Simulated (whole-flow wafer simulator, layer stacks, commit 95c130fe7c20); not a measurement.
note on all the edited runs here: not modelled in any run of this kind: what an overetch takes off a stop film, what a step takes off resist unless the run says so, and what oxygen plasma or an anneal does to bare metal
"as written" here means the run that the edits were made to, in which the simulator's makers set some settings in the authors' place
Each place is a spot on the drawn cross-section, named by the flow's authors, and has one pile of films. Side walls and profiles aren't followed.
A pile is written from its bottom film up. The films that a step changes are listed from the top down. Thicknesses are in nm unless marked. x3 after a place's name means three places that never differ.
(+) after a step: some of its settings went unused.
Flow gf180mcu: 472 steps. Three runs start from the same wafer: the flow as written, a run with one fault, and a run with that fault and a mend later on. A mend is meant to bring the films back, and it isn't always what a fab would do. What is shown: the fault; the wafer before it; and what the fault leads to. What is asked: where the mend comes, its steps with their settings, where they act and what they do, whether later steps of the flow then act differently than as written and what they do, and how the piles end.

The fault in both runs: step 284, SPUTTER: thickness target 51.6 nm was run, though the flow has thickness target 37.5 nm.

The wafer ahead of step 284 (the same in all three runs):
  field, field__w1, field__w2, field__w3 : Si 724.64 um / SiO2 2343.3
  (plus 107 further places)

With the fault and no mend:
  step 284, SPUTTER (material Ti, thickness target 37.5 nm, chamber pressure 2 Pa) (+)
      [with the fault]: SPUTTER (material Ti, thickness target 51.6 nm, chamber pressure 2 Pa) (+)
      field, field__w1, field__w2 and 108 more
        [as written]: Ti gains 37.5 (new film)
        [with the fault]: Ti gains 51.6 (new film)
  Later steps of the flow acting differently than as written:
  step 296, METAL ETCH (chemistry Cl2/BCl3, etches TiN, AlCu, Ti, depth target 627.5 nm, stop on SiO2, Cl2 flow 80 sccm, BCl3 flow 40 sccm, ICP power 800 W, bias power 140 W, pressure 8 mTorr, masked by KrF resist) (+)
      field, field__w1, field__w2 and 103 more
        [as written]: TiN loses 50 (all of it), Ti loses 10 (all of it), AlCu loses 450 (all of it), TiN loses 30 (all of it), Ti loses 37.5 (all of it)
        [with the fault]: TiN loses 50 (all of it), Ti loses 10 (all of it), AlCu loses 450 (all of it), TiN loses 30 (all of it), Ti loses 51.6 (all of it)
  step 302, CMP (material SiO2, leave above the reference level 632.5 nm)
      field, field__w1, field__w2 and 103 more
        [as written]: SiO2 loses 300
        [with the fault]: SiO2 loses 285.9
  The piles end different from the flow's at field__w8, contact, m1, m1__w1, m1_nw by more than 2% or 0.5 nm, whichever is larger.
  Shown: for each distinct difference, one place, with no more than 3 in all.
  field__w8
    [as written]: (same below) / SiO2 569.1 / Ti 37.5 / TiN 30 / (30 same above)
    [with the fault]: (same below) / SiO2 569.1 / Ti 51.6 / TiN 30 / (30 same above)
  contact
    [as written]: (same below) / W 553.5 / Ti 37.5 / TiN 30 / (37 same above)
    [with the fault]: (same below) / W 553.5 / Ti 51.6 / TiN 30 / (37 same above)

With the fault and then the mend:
  The mend follows step 284.
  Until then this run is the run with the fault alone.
  step 284a, METAL ETCH (chemistry Cl2/BCl3, etches TiN, AlCu, Ti, depth target 14.1 nm, Cl2 flow 80 sccm, BCl3 flow 40 sccm, ICP power 800 W, bias power 140 W, pressure 8 mTorr) (the flow's step 260 again, with other settings)
      field, field__w1, field__w2 and 108 more
        Ti loses 14.1
  Every later step of the flow that is run acts as written at every place that is followed.
  The piles end the same as the flow's at every place that both follow.
